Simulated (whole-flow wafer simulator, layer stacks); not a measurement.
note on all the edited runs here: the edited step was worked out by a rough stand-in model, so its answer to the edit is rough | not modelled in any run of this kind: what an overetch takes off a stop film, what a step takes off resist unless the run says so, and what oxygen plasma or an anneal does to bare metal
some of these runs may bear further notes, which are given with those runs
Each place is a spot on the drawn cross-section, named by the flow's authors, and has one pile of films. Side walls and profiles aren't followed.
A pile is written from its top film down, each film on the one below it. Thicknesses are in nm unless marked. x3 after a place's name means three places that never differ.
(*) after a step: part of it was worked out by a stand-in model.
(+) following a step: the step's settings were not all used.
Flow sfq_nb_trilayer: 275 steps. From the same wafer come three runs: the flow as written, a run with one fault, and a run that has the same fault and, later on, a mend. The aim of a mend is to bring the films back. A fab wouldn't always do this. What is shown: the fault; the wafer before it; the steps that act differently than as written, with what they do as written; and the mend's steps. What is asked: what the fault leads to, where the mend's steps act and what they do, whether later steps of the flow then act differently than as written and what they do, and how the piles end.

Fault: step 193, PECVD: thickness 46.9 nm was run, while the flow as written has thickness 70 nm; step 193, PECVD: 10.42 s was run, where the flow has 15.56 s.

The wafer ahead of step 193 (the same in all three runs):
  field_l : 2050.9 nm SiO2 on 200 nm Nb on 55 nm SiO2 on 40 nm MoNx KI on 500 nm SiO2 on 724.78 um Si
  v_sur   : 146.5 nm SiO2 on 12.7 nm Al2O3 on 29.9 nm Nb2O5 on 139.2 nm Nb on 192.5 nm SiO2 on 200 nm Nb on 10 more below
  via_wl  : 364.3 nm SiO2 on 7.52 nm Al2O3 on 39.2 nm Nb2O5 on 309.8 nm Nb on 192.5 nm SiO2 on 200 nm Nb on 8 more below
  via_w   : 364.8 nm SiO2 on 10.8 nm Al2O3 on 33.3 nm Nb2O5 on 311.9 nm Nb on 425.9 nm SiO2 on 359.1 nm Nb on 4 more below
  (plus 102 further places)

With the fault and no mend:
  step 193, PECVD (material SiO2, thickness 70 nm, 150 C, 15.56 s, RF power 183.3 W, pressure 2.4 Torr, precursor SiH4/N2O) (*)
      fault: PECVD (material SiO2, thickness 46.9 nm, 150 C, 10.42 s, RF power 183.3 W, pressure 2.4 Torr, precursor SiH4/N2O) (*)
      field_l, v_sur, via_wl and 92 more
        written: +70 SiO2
        fault: +46.9 SiO2
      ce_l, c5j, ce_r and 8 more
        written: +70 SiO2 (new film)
        fault: +46.9 SiO2 (new film)
  Steps later in the flow that act otherwise than as written (not shown: 10 more steps that differ only slightly, by at most 2% or 0.5 nm, whichever is larger):
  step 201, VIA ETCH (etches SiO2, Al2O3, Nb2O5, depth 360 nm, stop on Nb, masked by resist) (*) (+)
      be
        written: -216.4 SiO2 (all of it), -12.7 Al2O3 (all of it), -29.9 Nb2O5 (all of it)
        fault: -193.3 SiO2 (all of it), -12.7 Al2O3 (all of it), -29.9 Nb2O5 (all of it)
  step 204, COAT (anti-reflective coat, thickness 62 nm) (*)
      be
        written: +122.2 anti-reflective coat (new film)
        fault: +118.8 anti-reflective coat (new film)
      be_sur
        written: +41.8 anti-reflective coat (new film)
        fault: +42.7 anti-reflective coat (new film)
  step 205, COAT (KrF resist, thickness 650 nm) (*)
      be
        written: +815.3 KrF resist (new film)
        fault: +798.8 KrF resist (new film)
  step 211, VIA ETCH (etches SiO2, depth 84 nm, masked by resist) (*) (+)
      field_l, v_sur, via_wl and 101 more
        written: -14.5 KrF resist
        fault: -12.1 KrF resist
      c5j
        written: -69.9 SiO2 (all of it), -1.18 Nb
        fault: -46.8 SiO2 (all of it), -1.95 Nb
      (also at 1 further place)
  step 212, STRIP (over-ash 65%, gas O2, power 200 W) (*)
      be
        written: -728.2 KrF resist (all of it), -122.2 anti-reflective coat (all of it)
        fault: -714.1 KrF resist (all of it), -118.8 anti-reflective coat (all of it)
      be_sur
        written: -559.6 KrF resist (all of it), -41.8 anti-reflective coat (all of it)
        fault: -563.4 KrF resist (all of it), -42.7 anti-reflective coat (all of it)
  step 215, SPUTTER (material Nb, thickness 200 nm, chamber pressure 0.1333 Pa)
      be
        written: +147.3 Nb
        fault: +152.6 Nb
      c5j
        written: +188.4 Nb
        fault: +194.8 Nb
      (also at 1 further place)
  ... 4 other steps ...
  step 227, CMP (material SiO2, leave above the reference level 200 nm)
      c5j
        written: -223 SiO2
        fault: -237 SiO2
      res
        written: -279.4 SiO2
        fault: -307 SiO2
  The piles end different from the flow's at v_sur, via_wl, via_w and 61 more by more than 2% or 0.5 nm, whichever is larger.
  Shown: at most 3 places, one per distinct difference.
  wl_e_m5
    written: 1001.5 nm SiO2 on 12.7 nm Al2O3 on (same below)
    fault: 978.4 nm SiO2 on 12.7 nm Al2O3 on (same below)
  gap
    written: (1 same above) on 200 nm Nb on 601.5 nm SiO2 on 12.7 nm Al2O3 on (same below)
    fault: (1 same above) on 200 nm Nb on 578.4 nm SiO2 on 12.7 nm Al2O3 on (same below)
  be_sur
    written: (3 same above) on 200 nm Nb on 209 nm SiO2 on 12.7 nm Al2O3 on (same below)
    fault: (3 same above) on 200 nm Nb on 185.9 nm SiO2 on 12.7 nm Al2O3 on (same below)

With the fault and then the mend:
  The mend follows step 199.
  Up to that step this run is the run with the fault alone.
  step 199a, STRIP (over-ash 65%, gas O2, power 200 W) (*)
      p4_fl x3, p4_w1 x9, p4_g1 x2 and 33 more
        -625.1 KrF resist (all of it), -62 anti-reflective coat (all of it)
      wl_b_m5, wl_b_sr, wl_c_sl and 12 more
        -625 KrF resist (all of it), -62 anti-reflective coat (all of it)
      v_sur, via_wl, via_w
        -625.7 KrF resist (all of it), -62.2 anti-reflective coat (all of it)
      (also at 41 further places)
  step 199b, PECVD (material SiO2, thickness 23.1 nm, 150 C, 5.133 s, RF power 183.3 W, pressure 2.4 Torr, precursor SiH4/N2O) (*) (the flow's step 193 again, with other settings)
      field_l, v_sur, via_wl and 103 more
        +23.1 SiO2
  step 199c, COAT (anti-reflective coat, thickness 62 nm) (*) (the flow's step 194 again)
      p4_fl x3, p4_w1 x9, p4_g1 x2 and 50 more
        +62 anti-reflective coat (new film)
      via_wr, via_sp, via_v, wire, lsp_r, l0_sur, l0v
        +62.3 anti-reflective coat (new film)
      be, be_sur, gap, lsp_m, ln_m6
        +62.4 anti-reflective coat (new film)
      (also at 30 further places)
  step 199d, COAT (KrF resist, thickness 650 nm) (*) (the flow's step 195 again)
      p4_fl x3, p4_w1 x9, p4_g1 x2 and 33 more
        +650 KrF resist (new film)
      wl_b_m5, wl_b_sr, wl_c_sl and 12 more
        +649.9 KrF resist (new film)
      v_sur, via_wl, via_w
        +650.6 KrF resist (new film)
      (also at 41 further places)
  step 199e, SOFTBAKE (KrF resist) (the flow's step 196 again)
      does not change any film at any place that is followed
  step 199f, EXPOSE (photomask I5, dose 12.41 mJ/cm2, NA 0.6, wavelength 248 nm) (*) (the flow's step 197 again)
      does not change any film at any place that is followed
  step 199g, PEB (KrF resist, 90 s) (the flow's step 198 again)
      field_l, v_sur, via_wl and 87 more
        -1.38 KrF resist
      jj_sur, ce_l, sp_r, moat, field_r, wl_jj
        -1.39 KrF resist
      be_r, r_sur, res, r_end
        -1.33 KrF resist
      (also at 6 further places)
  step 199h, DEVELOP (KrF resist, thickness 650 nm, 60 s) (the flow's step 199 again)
      field_l, v_sur, via_wl and 102 more
        -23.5 KrF resist
      be
        -649.8 KrF resist (all of it)
  Later steps of the flow that are run all act as written at every place that is followed, up to a difference of at most 2% or 0.5 nm, whichever is larger.
  The piles end the same as the flow's at every place that both follow.
